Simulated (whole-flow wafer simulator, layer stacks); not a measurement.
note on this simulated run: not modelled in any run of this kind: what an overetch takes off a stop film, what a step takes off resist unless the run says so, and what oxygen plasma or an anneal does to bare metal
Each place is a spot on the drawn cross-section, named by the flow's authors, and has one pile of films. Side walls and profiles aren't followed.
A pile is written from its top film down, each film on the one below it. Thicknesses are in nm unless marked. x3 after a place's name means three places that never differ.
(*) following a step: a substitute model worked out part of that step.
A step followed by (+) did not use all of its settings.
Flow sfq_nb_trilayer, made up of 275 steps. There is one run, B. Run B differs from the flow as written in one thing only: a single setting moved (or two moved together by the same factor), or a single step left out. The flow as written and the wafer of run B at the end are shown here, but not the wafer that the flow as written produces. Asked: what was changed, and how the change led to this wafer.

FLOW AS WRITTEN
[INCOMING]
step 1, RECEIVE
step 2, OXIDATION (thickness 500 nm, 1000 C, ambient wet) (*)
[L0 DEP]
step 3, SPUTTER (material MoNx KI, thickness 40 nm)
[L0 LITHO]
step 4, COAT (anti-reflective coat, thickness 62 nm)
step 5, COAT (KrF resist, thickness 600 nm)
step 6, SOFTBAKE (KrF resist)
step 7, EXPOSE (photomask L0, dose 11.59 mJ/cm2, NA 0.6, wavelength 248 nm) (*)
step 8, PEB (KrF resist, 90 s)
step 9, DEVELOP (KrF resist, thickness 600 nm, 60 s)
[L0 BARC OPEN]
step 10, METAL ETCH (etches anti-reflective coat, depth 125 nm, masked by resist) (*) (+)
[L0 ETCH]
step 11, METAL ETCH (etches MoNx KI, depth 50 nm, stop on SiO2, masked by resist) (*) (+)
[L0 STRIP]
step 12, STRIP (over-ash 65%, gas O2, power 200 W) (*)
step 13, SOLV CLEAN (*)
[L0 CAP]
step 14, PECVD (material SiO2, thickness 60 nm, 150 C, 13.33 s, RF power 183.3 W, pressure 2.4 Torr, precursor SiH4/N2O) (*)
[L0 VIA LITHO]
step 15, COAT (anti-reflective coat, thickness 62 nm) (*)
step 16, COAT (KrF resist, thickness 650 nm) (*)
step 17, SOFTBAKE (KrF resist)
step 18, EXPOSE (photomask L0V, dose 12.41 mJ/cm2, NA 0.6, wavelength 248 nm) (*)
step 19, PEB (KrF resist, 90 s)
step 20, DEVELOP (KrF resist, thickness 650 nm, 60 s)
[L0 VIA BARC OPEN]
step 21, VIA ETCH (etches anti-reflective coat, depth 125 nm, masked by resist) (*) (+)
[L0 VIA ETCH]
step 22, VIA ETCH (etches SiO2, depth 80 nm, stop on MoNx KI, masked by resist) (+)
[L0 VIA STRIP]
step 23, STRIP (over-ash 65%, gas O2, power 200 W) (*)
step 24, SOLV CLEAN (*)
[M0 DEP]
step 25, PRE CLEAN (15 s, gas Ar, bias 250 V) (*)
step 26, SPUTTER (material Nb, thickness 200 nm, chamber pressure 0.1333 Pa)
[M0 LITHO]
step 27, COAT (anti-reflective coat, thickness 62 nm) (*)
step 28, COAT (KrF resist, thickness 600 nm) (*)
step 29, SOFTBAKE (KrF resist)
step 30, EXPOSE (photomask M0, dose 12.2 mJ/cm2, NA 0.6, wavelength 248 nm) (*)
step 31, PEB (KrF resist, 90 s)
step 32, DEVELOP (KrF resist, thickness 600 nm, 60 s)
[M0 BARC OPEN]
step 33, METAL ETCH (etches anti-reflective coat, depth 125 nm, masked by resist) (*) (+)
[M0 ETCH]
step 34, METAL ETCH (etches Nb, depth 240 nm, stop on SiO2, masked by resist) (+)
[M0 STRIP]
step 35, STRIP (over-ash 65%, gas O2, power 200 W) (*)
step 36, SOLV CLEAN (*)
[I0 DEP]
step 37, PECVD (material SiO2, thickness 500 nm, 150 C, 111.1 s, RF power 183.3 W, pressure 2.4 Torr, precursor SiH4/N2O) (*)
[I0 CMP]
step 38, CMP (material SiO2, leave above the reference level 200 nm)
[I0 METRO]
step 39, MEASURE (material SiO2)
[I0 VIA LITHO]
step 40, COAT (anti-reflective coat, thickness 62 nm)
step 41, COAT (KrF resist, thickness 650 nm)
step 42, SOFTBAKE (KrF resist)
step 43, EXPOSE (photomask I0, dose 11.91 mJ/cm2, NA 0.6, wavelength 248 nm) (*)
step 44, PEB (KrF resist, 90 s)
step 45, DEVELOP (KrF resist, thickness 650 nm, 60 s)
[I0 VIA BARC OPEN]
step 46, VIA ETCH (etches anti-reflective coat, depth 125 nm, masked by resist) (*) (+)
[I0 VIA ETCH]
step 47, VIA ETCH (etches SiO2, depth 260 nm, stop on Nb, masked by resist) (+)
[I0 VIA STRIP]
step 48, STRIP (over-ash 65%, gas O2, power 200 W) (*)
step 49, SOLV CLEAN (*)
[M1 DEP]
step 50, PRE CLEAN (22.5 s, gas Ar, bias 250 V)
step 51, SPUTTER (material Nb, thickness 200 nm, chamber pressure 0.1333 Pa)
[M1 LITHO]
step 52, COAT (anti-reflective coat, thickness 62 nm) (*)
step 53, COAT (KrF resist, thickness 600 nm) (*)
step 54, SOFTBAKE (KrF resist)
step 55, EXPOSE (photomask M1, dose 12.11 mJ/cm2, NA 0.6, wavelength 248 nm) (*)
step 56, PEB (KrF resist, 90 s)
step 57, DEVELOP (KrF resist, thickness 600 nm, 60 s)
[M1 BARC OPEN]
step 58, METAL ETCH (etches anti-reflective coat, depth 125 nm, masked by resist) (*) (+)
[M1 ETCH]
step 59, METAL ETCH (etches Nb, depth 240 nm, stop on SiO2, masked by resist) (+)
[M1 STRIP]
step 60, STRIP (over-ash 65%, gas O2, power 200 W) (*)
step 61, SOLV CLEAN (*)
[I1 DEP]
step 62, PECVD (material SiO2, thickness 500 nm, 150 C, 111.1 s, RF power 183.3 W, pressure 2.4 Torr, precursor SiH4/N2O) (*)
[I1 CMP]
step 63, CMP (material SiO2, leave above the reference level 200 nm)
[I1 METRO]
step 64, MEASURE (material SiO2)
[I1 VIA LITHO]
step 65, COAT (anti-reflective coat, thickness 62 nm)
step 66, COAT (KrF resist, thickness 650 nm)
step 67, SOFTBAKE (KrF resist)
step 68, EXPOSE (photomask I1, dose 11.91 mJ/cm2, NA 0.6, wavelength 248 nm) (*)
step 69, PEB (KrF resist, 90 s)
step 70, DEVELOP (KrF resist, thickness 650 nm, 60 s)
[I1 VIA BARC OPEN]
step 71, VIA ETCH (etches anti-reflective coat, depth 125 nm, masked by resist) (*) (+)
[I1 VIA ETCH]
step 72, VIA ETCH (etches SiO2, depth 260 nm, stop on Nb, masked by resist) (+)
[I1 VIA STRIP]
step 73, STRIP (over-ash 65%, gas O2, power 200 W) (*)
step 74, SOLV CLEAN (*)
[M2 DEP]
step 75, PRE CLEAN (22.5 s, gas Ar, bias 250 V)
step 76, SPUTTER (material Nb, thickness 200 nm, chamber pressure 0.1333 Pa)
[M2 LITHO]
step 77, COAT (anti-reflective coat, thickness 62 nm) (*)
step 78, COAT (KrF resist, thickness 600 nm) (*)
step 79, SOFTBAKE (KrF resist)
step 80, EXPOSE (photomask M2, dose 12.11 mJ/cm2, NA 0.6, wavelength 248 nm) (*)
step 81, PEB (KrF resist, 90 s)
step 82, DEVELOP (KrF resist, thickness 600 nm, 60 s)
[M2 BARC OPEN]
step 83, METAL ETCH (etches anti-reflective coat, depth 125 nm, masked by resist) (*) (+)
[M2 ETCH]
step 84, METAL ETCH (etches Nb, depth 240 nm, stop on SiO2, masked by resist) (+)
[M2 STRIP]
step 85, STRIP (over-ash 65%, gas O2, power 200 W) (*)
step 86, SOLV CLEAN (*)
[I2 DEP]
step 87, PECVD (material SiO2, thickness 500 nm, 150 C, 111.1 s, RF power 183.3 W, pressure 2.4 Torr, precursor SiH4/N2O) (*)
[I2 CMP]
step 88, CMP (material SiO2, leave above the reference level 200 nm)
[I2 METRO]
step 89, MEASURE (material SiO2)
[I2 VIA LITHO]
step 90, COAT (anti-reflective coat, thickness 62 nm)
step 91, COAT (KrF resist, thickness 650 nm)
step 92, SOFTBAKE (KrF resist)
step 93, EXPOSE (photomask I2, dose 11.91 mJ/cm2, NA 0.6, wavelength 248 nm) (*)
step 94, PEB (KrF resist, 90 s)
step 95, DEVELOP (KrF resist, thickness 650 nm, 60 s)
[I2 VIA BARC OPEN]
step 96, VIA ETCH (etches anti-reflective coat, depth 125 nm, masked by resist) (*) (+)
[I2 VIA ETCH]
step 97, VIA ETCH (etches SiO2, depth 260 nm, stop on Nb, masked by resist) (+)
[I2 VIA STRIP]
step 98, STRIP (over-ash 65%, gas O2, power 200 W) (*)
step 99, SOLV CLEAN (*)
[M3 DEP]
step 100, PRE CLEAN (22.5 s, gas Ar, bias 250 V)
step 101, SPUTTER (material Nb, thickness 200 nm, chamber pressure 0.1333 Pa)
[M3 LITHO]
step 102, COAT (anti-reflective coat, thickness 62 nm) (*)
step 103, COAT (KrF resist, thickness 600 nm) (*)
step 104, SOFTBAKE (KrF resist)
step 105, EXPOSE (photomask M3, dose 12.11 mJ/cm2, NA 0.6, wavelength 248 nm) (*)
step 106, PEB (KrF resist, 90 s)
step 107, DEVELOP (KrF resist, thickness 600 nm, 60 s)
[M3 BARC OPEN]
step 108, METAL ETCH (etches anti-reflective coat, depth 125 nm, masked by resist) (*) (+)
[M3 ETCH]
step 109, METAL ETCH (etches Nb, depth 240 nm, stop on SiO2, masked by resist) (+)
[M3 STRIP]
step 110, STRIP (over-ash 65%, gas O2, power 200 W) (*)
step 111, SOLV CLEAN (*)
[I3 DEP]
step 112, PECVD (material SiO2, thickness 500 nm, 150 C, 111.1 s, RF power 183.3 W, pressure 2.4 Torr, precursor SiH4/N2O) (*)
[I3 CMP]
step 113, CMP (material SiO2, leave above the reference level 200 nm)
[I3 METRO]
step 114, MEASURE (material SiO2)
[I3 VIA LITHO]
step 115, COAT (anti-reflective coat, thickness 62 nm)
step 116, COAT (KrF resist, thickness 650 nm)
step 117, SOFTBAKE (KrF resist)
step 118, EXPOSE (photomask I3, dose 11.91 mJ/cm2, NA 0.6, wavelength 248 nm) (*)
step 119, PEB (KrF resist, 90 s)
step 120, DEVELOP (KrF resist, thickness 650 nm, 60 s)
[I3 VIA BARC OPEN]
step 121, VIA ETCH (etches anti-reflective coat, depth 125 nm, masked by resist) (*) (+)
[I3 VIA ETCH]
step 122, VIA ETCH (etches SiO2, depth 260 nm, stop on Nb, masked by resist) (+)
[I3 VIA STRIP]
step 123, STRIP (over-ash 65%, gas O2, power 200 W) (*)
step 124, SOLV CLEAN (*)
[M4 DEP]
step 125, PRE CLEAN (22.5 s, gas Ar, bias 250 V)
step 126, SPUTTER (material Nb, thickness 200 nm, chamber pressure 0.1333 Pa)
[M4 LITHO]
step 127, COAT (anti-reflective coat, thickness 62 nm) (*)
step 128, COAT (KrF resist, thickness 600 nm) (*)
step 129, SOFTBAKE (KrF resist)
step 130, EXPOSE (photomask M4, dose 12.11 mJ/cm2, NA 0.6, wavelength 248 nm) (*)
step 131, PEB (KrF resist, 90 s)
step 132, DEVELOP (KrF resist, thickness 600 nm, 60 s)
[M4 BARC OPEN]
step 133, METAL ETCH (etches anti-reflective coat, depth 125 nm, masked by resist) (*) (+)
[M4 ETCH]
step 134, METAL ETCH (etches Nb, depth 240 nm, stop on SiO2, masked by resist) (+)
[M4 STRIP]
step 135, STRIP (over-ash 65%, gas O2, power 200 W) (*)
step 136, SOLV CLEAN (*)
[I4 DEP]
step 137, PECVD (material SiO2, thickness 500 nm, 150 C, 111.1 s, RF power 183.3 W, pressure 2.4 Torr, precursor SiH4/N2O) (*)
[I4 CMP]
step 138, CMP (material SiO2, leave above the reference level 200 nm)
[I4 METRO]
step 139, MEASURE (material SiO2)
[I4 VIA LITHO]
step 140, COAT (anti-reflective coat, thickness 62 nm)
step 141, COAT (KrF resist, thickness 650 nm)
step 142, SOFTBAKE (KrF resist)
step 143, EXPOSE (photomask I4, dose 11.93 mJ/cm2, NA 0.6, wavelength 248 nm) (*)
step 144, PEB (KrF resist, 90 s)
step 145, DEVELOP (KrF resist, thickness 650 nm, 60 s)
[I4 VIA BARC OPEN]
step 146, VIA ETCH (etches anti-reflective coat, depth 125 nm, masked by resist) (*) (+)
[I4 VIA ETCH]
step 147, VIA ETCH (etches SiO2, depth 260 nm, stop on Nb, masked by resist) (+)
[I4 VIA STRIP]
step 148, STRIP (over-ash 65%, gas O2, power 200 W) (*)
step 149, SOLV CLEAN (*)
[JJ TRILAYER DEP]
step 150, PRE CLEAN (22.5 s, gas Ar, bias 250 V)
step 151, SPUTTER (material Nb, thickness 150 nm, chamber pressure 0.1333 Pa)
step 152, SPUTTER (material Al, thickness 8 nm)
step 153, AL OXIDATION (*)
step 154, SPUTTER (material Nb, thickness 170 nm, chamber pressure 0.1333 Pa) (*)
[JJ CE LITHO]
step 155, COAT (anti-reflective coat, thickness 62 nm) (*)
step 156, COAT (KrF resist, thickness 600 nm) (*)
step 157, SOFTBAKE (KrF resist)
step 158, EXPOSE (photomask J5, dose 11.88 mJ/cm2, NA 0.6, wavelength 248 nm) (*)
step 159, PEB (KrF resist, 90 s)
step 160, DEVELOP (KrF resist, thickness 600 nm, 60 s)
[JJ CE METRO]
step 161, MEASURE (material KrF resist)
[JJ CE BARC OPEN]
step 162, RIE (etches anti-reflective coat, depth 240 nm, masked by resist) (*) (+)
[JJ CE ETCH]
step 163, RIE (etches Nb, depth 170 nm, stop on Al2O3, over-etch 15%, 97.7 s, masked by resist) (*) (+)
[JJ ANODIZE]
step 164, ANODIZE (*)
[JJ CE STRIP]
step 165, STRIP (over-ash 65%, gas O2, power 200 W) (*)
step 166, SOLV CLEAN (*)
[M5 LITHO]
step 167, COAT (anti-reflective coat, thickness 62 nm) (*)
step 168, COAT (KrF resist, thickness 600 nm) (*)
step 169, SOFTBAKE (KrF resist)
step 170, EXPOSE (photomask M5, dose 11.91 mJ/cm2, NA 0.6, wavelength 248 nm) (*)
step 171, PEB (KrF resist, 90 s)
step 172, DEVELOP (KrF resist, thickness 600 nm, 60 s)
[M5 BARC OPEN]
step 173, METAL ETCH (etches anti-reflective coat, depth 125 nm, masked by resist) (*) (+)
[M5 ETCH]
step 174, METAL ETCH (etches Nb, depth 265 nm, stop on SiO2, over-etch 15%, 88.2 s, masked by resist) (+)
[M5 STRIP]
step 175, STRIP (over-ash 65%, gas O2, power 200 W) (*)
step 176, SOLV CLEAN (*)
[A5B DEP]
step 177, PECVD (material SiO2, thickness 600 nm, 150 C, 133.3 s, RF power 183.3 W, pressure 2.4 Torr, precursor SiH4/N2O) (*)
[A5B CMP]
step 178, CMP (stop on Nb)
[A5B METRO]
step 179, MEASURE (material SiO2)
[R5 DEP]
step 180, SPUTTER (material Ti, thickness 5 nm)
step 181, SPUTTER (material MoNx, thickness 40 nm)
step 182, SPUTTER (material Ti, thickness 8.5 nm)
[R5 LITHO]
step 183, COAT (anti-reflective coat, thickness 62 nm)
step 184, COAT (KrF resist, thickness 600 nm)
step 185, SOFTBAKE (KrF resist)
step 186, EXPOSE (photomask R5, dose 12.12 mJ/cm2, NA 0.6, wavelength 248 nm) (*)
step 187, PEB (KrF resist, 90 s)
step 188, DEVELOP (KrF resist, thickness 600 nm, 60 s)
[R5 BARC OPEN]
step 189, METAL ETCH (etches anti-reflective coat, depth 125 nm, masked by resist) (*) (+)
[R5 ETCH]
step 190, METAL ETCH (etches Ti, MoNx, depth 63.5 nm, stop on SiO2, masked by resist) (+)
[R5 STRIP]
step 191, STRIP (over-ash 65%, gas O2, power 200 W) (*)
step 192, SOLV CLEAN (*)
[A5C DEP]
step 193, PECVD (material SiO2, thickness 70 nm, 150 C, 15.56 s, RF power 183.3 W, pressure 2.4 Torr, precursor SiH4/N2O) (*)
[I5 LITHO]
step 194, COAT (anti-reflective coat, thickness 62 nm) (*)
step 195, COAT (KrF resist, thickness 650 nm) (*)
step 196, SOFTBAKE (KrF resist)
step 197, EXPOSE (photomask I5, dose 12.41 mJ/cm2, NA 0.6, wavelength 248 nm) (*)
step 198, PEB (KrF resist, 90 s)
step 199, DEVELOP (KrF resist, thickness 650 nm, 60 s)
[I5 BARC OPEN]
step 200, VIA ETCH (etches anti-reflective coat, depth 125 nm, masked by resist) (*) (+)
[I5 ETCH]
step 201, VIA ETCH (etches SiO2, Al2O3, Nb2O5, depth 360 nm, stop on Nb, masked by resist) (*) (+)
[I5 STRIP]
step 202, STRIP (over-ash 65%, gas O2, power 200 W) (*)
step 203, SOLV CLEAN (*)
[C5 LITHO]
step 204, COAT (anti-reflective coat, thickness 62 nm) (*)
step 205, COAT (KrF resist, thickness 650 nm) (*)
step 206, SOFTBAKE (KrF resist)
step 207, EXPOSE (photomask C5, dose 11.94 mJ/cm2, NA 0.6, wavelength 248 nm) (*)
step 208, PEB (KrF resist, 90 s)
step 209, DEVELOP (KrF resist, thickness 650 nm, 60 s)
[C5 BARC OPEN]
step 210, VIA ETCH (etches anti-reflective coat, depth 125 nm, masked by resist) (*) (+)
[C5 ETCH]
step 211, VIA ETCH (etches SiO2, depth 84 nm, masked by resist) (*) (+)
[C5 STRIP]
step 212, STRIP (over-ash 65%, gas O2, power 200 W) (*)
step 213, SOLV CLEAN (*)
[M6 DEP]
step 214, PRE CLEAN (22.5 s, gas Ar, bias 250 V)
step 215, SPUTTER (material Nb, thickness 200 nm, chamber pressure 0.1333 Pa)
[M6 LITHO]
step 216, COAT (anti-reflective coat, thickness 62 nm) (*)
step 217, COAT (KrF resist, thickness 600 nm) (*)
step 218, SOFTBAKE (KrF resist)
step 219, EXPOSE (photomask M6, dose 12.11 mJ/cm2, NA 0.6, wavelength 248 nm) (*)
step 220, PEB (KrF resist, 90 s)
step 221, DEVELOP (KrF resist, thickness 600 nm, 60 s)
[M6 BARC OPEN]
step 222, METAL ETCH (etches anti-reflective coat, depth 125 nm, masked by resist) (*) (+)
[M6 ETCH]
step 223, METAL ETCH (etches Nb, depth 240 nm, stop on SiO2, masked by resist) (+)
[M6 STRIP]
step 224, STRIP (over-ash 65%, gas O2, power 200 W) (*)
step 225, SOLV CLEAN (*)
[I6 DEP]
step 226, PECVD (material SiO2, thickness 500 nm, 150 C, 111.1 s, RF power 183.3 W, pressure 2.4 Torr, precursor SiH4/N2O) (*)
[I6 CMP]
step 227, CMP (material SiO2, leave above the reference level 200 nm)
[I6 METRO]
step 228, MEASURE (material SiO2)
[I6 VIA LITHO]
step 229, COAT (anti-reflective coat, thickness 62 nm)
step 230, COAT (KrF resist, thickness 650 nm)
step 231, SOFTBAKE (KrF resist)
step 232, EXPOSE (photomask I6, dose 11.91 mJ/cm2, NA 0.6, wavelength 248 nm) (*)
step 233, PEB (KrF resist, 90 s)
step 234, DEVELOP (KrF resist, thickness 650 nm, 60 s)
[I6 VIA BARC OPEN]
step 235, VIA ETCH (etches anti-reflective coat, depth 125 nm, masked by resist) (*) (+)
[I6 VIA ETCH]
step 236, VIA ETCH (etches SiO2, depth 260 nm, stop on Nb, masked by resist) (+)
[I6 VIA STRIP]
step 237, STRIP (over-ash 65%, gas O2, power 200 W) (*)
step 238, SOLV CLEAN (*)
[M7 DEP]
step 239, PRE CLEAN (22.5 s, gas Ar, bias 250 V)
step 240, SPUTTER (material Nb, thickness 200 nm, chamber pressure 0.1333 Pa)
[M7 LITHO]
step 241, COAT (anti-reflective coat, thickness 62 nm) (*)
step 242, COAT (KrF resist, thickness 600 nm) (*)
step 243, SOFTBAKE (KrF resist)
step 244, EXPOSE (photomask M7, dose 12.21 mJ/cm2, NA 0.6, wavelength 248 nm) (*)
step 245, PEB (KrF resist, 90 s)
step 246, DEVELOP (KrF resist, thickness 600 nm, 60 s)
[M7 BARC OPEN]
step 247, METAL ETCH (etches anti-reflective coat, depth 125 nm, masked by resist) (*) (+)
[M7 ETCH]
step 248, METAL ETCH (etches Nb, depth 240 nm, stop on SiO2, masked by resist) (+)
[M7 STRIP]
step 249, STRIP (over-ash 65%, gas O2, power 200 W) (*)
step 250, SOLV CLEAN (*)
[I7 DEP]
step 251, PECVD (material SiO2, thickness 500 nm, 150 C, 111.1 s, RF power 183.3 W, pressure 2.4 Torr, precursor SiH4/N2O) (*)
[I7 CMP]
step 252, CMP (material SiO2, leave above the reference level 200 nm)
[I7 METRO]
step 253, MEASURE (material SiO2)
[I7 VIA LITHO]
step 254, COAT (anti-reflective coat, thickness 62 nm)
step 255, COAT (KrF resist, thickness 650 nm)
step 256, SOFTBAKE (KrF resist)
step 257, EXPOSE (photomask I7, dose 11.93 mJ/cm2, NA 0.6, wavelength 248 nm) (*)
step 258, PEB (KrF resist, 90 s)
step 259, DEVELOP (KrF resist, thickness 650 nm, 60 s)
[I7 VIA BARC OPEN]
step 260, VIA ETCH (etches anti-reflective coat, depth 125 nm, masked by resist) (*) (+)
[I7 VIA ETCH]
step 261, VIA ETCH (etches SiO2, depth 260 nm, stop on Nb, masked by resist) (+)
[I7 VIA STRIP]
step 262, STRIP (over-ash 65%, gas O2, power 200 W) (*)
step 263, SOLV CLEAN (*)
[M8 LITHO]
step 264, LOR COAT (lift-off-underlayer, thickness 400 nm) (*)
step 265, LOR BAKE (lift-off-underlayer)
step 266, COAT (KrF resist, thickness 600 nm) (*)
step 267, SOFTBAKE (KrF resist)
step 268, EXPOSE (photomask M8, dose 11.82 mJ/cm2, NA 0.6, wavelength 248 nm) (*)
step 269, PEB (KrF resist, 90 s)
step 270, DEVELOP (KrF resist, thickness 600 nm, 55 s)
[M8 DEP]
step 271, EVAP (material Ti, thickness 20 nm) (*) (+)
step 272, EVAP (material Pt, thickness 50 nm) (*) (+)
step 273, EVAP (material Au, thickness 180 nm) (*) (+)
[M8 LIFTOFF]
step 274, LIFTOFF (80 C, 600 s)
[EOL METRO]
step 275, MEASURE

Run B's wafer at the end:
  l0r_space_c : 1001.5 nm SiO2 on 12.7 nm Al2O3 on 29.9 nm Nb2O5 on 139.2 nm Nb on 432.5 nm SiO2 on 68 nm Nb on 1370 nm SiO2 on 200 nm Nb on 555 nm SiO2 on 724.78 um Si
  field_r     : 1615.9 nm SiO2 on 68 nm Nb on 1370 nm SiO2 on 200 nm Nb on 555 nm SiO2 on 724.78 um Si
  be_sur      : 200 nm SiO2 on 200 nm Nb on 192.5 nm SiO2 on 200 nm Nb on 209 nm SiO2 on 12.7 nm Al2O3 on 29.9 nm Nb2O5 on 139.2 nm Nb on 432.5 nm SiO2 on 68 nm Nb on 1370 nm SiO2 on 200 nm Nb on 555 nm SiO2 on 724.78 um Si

What caused this: step 126, SPUTTER: thickness 308 nm was run, though the flow has thickness 200 nm.

Step by step, how the change led to this:
  step 126, SPUTTER (material Nb, thickness 200 nm, chamber pressure 0.1333 Pa)
      field_l, v_sur, via_wl and 102 more: Nb gains 308 (new film) (as written it would have been: Nb gains 200 (new film))
      via_v: Nb gains 256.6 (as written it would have been: Nb gains 165.5)
  step 127, COAT (anti-reflective coat, thickness 62 nm) (*)
      via_v: anti-reflective coat gains 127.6 (new film) (as written it would have been: anti-reflective coat gains 124.8 (new film))
  step 134, METAL ETCH (etches Nb, depth 240 nm, stop on SiO2, masked by resist) (+)
      field_l, be, be_sur and 64 more: Nb loses 240 (as written it would have been: Nb loses 200 (all of it))
  step 135, STRIP (over-ash 65%, gas O2, power 200 W) (*)
      via_v: KrF resist loses 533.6 (all of it), anti-reflective coat loses 127.6 (all of it) (as written it would have been: KrF resist loses 521.8 (all of it), anti-reflective coat loses 124.8 (all of it))
  step 137, PECVD (material SiO2, thickness 500 nm, 150 C, 111.1 s, RF power 183.3 W, pressure 2.4 Torr, precursor SiH4/N2O) (*)
      field_l, be, be_sur and 55 more: SiO2 gains 500 (new film) (as written it would have been: SiO2 gains 500)
      p3_s0, p3_s1, p3_s2, p3_s3, p3_s4, p3_s5: SiO2 gains 597.1 (new film) (as written it would have been: SiO2 gains 557.1)
      (as well as at 3 more places)
  step 138, CMP (material SiO2, leave above the reference level 200 nm)
      field_l, be, be_sur and 55 more: SiO2 loses 60 (as written it would have been: SiO2 loses 100)
      lsp_r, l0_sur, l0v: SiO2 loses 50.3 (as written it would have been: SiO2 loses 91.9)
      (as well as at 1 more place)
If metal films that touch count as one body, l0r_space_c has 3 bodies (between them, from the top down: SiO2 432.5; SiO2 1370); the flow as written gives 2 bodies (between them, from the top down: SiO2 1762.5).
If metal films that touch count as one body, field_r has 2 bodies (between them, from the top down: SiO2 1370); the flow as written gives 1 body.
If metal films that touch count as one body, be_sur has 5 bodies (between them, from the top down: SiO2 192.5; SiO2 209 / Al2O3 12.7 / Nb2O5 29.9; SiO2 432.5; SiO2 1370); the flow as written gives 4 bodies (between them, from the top down: SiO2 192.5; SiO2 209 / Al2O3 12.7 / Nb2O5 29.9; SiO2 1762.5).
